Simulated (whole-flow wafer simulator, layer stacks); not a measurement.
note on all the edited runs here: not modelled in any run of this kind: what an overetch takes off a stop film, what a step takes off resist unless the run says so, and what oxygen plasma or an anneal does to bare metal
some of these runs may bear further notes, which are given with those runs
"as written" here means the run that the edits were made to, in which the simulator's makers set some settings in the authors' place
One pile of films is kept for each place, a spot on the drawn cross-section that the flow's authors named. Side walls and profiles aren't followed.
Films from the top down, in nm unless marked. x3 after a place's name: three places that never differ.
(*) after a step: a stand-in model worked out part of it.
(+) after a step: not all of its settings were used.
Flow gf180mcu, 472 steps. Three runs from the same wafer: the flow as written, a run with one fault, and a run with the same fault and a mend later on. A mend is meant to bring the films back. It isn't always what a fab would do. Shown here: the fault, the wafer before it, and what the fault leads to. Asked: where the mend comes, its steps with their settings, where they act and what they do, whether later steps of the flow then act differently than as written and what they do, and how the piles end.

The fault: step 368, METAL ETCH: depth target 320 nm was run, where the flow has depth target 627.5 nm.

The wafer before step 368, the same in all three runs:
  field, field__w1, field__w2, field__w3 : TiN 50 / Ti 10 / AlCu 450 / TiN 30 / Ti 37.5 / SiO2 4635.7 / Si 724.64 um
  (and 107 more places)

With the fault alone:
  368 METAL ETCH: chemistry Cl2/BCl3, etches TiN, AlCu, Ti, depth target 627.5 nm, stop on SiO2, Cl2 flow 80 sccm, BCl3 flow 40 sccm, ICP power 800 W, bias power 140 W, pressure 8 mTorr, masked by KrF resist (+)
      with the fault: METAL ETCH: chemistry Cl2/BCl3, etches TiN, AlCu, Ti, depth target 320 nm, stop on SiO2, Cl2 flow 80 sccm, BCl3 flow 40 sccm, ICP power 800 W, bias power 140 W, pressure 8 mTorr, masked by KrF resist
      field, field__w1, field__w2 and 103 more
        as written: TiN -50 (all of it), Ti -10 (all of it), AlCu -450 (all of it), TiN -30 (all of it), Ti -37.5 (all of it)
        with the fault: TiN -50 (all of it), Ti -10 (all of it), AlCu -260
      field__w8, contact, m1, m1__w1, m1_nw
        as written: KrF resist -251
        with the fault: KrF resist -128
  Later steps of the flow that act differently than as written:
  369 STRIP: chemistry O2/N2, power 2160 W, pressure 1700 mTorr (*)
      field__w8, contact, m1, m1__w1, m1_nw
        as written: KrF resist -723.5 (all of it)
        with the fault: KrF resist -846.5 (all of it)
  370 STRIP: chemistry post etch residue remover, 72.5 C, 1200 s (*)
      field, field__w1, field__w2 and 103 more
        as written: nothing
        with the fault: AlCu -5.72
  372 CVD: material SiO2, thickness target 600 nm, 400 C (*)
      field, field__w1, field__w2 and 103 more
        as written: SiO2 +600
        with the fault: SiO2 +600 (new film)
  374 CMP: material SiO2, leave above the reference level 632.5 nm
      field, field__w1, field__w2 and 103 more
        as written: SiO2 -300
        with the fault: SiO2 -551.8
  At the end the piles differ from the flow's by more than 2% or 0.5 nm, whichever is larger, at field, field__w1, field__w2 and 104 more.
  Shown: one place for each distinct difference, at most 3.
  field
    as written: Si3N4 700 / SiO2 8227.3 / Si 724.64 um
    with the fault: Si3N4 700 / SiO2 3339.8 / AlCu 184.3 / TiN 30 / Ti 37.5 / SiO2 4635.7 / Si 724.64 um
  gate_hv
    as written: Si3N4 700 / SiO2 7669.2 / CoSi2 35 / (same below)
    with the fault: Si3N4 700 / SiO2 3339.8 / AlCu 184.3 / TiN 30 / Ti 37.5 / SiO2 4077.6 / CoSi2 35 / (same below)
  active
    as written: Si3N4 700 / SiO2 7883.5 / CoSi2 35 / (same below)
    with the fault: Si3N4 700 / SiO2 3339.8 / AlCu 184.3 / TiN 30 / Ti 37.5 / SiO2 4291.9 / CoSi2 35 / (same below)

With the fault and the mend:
  The mend comes after step 368.
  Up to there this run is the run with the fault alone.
  368a METAL ETCH: chemistry Cl2/BCl3, etches TiN, AlCu, Ti, depth target 307.5 nm, stop on SiO2, Cl2 flow 80 sccm, BCl3 flow 40 sccm, ICP power 800 W, bias power 140 W, pressure 8 mTorr, masked by KrF resist (+) (the flow's step 368 once more, with other settings)
      field, field__w1, field__w2 and 103 more
        AlCu -190 (all of it), TiN -30 (all of it), Ti -37.5 (all of it)
      field__w8, contact, m1, m1__w1, m1_nw
        KrF resist -123
  No later step of the flow acts differently than as written at any place that is followed.
  At the end the piles are the same as the flow's at every place that both follow.
